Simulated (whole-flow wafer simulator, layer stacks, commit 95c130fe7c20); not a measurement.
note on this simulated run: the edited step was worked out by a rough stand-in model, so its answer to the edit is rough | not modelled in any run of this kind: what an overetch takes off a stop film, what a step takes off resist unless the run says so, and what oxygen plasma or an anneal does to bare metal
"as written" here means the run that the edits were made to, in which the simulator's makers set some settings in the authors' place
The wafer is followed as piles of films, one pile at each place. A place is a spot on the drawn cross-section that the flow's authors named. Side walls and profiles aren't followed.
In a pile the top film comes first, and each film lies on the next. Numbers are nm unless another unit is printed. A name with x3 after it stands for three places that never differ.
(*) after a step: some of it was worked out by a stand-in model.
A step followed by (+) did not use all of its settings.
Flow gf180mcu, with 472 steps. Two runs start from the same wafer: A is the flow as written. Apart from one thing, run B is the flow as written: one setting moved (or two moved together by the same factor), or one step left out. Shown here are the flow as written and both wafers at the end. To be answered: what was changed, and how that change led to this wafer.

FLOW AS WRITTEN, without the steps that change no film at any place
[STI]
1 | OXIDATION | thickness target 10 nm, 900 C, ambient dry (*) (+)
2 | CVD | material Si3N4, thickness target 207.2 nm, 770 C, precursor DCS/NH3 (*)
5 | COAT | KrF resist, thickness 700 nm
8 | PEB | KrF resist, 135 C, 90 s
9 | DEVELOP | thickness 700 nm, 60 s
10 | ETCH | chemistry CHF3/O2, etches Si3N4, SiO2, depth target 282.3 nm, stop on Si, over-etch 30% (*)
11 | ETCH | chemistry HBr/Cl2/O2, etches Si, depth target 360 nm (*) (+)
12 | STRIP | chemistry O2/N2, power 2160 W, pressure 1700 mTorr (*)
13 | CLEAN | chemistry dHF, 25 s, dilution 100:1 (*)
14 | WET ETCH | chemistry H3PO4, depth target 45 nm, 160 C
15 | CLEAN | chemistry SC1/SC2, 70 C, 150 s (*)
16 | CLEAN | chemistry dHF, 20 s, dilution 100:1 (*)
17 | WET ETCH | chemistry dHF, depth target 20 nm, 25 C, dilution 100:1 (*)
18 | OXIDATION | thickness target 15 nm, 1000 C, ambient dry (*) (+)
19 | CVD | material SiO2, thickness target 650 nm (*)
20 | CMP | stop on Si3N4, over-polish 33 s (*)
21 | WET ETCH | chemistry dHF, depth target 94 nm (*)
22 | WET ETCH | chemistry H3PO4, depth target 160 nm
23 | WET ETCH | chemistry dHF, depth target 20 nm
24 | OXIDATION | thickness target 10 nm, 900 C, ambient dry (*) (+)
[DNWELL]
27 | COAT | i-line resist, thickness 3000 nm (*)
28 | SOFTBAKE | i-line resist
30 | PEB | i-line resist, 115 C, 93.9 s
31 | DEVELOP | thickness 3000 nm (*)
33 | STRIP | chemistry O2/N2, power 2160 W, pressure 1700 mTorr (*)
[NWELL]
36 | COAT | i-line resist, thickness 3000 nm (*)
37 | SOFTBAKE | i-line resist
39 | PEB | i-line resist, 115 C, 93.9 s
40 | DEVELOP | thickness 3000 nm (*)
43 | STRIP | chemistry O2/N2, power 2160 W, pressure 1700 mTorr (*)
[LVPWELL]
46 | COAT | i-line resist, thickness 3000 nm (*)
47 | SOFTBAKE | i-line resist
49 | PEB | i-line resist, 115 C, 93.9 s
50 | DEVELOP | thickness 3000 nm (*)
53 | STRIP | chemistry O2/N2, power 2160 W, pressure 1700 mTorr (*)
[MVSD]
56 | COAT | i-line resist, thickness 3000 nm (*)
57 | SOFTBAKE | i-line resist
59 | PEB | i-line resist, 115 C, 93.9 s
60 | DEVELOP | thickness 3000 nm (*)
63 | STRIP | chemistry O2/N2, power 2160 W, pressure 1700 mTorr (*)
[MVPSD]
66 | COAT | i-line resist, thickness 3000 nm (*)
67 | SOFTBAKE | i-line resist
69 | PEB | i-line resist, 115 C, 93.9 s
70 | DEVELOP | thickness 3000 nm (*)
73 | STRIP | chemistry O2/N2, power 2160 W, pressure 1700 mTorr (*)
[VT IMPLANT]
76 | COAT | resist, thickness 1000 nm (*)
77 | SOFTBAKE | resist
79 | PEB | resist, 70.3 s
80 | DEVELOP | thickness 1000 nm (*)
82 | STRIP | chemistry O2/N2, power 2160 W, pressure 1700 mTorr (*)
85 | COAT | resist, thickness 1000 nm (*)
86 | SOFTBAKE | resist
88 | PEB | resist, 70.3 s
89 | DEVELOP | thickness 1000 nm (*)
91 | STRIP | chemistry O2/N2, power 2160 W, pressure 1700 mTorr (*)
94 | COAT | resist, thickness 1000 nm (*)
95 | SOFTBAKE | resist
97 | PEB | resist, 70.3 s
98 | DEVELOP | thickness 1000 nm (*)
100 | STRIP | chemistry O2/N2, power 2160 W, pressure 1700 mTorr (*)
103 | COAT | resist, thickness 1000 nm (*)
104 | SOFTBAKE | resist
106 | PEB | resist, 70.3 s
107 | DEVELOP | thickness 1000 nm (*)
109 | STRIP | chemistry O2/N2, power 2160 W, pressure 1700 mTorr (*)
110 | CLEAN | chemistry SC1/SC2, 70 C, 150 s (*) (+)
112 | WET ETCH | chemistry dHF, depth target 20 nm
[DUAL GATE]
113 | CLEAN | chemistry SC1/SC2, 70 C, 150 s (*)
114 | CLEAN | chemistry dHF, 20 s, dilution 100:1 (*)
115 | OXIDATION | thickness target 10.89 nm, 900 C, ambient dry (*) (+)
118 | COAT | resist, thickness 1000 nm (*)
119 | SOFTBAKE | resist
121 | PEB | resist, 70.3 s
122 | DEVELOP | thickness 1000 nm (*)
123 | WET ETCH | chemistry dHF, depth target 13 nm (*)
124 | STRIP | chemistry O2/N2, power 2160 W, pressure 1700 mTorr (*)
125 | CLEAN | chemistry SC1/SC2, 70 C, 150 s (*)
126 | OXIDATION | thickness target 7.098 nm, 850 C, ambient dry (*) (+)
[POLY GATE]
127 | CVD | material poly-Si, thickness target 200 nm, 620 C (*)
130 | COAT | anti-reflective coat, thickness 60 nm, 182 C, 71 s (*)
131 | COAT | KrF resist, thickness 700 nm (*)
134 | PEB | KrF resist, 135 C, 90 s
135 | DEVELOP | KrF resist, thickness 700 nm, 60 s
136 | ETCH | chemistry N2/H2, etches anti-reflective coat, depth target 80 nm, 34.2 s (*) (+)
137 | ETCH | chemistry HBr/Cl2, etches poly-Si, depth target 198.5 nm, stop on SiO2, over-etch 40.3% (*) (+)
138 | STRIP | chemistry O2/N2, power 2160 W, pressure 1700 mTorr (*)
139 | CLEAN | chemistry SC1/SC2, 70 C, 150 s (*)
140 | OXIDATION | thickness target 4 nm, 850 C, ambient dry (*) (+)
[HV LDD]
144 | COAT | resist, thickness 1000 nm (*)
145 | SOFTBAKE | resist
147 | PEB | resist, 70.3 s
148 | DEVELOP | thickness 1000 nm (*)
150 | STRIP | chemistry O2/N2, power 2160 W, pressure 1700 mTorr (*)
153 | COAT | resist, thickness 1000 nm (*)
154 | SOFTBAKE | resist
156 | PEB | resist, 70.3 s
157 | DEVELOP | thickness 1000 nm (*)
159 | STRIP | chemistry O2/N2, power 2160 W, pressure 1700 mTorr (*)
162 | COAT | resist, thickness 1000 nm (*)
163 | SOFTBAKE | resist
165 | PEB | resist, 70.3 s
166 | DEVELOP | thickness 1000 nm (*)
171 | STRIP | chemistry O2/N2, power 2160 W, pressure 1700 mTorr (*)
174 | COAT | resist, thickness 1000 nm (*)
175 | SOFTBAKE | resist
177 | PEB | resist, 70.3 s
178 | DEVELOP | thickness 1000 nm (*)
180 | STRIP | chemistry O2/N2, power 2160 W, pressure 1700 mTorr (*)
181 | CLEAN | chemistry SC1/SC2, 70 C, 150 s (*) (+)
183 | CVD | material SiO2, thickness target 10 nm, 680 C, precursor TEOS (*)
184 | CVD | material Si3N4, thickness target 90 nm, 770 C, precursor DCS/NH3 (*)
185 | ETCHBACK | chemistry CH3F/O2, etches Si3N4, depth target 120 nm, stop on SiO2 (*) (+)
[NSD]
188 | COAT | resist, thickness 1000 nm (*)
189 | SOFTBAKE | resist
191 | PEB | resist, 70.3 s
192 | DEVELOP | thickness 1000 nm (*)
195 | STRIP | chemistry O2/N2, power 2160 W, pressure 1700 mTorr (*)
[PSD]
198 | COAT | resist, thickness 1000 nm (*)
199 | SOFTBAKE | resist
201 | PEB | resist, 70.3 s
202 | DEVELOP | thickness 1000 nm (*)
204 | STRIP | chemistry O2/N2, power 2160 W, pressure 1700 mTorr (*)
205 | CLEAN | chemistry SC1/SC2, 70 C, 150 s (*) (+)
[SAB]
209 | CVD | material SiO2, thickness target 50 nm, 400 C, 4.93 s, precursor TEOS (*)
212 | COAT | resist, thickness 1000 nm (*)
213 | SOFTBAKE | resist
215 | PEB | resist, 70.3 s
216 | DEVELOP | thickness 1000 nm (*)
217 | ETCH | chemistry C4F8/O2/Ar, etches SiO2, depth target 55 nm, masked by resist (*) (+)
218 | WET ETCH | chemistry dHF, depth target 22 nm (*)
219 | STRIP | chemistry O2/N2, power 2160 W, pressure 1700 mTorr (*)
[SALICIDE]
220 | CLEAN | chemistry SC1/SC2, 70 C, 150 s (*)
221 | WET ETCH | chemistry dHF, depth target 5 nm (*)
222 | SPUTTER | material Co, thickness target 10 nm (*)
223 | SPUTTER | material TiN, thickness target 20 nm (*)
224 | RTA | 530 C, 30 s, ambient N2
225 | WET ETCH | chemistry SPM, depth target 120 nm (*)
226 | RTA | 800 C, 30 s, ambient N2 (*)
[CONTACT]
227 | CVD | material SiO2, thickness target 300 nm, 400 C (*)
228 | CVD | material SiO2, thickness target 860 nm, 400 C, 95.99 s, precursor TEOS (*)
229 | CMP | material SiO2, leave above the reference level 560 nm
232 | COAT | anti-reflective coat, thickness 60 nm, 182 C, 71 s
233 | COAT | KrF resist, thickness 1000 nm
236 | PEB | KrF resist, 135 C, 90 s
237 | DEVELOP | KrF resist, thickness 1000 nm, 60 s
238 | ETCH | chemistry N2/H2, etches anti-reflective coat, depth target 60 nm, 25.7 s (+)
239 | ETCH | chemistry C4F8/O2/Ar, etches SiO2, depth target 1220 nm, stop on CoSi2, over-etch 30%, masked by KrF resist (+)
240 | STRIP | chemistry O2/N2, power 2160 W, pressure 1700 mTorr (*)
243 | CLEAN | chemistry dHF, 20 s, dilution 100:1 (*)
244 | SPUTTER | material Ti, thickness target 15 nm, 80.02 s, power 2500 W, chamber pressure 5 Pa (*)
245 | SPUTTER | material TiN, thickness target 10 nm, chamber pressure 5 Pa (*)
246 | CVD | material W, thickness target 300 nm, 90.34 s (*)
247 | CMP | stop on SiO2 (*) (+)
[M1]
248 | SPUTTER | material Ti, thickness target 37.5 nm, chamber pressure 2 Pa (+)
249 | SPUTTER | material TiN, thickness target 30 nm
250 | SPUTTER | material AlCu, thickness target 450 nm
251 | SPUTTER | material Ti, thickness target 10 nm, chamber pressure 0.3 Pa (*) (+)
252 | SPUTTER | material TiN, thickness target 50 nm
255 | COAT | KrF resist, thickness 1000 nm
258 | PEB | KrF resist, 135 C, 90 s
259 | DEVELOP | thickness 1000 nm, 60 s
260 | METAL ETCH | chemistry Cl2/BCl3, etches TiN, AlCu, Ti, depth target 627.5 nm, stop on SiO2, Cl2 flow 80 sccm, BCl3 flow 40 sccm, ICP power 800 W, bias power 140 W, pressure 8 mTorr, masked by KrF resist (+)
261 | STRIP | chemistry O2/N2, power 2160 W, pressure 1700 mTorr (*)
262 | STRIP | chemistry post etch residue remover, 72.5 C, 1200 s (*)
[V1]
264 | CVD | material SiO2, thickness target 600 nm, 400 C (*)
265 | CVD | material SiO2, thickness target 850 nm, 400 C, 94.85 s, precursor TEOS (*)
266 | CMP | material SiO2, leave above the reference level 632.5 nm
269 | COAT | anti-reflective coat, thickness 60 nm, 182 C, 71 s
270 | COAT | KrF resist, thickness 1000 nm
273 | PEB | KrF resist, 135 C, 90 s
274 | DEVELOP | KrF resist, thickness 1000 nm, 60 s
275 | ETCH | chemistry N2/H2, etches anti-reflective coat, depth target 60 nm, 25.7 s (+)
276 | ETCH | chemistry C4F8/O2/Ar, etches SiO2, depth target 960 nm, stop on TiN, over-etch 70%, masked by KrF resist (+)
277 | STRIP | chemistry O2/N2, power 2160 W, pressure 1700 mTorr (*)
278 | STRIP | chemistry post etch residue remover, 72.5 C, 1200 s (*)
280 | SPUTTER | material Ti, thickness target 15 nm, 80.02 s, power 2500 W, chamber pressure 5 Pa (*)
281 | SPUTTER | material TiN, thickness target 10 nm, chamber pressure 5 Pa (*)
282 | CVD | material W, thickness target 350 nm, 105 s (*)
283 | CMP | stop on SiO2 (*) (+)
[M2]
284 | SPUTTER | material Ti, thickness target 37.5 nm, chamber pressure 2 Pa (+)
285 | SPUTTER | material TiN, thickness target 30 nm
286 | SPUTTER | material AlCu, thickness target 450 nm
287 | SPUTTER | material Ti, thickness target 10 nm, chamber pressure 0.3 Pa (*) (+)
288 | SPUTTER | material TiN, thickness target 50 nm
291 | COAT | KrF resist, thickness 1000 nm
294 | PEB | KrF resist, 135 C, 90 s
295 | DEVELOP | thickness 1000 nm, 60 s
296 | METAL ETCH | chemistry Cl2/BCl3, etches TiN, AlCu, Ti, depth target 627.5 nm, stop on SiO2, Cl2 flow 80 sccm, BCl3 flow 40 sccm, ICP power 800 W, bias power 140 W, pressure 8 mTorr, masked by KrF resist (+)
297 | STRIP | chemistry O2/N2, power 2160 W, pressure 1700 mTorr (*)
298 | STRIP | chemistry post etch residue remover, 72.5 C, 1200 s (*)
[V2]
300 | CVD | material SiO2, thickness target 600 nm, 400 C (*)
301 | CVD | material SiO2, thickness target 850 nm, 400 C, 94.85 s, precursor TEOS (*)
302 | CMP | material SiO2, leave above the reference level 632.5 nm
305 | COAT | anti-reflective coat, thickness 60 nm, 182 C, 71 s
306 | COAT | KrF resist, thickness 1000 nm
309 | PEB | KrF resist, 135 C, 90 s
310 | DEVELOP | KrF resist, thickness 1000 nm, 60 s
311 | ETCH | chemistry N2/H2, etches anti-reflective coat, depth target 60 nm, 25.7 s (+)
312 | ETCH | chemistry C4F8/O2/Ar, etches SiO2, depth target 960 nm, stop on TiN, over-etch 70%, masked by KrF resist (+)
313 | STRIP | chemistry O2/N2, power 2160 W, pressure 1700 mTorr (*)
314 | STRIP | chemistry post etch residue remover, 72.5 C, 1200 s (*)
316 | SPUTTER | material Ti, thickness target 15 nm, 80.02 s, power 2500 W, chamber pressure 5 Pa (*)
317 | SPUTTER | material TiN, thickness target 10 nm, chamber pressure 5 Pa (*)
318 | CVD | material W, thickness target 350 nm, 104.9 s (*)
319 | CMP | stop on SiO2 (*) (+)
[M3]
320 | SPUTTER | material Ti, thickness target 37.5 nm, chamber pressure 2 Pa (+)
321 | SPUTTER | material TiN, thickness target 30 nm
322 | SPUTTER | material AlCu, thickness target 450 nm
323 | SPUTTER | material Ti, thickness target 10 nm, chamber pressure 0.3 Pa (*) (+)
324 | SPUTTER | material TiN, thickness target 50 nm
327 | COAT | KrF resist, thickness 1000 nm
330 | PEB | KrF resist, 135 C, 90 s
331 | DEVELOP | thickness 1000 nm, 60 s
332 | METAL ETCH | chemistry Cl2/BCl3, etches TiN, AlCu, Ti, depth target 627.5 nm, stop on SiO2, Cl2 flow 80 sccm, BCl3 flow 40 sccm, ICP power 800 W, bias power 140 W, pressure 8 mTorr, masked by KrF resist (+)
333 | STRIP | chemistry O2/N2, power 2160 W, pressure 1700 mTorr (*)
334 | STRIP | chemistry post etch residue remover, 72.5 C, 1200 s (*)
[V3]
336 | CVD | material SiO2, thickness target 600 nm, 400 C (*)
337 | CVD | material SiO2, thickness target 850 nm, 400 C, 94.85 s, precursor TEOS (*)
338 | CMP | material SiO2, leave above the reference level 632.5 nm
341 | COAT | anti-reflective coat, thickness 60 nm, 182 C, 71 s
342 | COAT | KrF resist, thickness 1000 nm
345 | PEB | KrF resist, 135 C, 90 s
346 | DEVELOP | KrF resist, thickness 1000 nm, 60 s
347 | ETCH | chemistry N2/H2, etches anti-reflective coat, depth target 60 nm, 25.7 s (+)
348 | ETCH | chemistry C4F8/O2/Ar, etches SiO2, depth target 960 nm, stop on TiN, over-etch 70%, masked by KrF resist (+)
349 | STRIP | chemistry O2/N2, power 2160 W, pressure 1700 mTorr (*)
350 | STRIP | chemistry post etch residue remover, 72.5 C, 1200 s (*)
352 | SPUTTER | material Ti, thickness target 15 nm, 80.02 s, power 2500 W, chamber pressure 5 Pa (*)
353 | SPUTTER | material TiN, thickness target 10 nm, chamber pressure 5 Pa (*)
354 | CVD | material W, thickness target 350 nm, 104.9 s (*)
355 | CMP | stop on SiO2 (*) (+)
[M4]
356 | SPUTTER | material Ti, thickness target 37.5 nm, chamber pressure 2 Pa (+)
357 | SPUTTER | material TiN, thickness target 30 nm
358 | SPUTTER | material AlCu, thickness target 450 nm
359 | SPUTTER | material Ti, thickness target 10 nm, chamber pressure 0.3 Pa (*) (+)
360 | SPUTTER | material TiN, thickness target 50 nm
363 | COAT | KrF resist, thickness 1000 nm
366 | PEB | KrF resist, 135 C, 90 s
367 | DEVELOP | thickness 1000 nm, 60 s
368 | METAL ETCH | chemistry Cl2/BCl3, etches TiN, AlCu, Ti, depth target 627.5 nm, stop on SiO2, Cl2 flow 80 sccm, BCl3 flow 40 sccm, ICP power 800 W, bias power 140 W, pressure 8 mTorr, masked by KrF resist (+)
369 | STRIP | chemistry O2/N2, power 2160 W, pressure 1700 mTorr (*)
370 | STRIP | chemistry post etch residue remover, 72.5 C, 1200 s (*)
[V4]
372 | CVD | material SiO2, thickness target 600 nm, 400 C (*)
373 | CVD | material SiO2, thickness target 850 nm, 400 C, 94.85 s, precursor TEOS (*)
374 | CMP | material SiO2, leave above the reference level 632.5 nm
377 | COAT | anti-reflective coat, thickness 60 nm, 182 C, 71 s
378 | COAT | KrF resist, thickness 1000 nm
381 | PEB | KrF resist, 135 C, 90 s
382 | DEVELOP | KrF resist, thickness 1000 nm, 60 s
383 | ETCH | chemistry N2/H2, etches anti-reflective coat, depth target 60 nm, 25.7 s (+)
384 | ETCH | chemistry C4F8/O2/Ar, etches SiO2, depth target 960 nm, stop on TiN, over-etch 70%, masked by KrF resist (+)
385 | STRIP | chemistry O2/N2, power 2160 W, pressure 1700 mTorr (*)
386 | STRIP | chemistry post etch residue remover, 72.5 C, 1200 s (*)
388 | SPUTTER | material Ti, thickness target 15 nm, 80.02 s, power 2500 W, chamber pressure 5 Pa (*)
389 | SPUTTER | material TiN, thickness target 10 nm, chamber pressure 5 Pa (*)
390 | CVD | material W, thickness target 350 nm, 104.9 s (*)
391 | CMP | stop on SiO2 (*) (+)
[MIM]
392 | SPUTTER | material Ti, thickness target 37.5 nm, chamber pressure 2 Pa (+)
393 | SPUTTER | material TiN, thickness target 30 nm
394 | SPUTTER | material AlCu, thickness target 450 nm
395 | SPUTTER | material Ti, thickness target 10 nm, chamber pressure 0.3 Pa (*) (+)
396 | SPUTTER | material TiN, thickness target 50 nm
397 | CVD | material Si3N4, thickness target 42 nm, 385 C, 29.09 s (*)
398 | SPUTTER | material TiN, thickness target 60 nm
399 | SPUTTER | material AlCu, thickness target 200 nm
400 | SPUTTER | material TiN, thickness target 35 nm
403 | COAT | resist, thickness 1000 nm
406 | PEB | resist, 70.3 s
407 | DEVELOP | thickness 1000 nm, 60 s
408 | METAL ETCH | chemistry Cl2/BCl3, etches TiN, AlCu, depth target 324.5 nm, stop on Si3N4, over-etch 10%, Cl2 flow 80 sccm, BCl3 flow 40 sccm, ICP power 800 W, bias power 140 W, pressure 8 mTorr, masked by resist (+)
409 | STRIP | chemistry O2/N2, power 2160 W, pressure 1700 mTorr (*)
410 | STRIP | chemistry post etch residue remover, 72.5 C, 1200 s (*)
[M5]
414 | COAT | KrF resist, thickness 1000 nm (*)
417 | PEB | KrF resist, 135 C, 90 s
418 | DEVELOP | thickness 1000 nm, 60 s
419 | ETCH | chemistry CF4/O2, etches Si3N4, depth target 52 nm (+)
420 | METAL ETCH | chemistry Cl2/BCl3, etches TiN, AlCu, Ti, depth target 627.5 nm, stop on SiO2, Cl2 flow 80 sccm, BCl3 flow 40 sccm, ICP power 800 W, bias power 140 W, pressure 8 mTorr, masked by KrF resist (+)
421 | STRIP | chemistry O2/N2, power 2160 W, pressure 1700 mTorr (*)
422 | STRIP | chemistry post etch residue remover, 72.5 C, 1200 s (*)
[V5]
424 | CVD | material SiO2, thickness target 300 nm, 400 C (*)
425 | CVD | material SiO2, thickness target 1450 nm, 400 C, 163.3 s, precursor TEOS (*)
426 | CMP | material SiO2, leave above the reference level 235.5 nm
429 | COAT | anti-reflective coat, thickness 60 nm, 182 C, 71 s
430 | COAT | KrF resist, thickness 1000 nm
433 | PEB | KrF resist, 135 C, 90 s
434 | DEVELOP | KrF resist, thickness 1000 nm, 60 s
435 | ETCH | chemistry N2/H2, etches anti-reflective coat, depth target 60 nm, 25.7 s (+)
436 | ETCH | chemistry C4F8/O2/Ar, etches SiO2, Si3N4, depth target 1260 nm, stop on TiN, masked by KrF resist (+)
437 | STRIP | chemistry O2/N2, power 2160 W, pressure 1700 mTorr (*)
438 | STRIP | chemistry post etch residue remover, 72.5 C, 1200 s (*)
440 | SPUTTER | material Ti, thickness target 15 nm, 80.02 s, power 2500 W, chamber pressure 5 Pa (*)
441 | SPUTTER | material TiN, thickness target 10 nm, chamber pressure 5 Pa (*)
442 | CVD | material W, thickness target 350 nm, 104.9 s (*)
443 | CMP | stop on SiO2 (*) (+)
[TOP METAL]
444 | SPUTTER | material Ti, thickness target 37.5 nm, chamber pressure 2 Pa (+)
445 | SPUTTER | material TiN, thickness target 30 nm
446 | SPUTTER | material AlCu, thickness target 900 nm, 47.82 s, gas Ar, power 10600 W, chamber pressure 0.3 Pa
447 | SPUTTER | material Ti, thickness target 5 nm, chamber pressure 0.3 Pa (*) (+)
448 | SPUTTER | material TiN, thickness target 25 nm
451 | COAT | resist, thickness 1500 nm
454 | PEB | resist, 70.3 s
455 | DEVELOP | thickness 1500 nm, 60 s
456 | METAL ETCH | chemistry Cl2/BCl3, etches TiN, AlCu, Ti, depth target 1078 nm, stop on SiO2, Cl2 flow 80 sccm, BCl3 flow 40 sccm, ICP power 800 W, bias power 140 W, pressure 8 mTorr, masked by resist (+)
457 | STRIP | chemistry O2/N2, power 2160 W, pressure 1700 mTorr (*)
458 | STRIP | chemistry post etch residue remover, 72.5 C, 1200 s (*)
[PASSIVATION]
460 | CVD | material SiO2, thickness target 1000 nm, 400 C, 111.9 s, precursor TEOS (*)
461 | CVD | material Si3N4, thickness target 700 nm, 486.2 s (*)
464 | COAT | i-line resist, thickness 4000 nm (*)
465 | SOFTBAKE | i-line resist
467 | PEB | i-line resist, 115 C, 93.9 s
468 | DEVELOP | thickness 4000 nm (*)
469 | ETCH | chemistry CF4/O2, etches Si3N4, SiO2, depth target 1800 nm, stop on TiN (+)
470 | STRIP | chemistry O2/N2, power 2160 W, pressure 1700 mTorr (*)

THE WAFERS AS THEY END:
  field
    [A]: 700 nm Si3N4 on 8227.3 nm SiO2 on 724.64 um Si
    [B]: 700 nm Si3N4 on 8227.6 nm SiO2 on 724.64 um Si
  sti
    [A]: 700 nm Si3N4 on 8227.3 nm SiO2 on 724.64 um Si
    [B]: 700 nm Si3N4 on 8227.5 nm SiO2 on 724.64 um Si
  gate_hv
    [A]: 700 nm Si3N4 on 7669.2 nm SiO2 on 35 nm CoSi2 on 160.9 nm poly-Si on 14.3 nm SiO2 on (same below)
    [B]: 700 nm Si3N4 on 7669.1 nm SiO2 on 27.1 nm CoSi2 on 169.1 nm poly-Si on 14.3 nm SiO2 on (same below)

What caused this: step 222, SPUTTER: thickness target 7.75 nm was run, whereas the flow has thickness target 10 nm.

How this came from the change, step by step:
  222 | SPUTTER | material Co, thickness target 10 nm (*)
      field, field__w7, field__w8 and 71 more: A Co gains 10 (new film) | B Co gains 7.75 (new film)
      field__w6, field_sub, field_sub__w2: A Co gains 9.95 (new film) | B Co gains 7.71 (new film)
      (and at 34 other places as well)
  224 | RTA | 530 C, 30 s, ambient N2
      gate, gate_hv, gate_p and 22 more: A under 1 film: CoSi gains 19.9 (new film), Co loses 10 (all of it), poly-Si loses 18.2 | B under 1 film: CoSi gains 15.4 (new film), Co loses 7.75 (all of it), poly-Si loses 14.1
      active, p_well, sd_n and 11 more: A under 1 film: CoSi gains 19.9 (new film), Co loses 10 (all of it), Si loses 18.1 | B under 1 film: CoSi gains 15.4 (new film), Co loses 7.75 (all of it), Si loses 14.1
      (and at 10 other places as well)
  225 | WET ETCH | chemistry SPM, depth target 120 nm (*)
      field, field__w7, field__w8 and 32 more: A TiN loses 20 (all of it), Co loses 10 (all of it) | B TiN loses 20 (all of it), Co loses 7.75 (all of it)
      field__w9, nw_enc_fld_lv__w3: A TiN loses 19.1 (all of it), Co loses 9.6 (all of it) | B TiN loses 19.1 (all of it), Co loses 7.44 (all of it)
      (and at 25 other places as well)
  226 | RTA | 800 C, 30 s, ambient N2 (*)
      gate, gate_hv, gate_p and 22 more: A CoSi2 gains 35 (new film), CoSi loses 19.9 (all of it), poly-Si loses 18.2 | B CoSi2 gains 27.1 (new film), CoSi loses 15.4 (all of it), poly-Si loses 14.1
      active, p_well, sd_n and 11 more: A CoSi2 gains 35 (new film), CoSi loses 19.9 (all of it), Si loses 18.1 | B CoSi2 gains 27.1 (new film), CoSi loses 15.4 (all of it), Si loses 14.1
      (and at 10 other places as well)
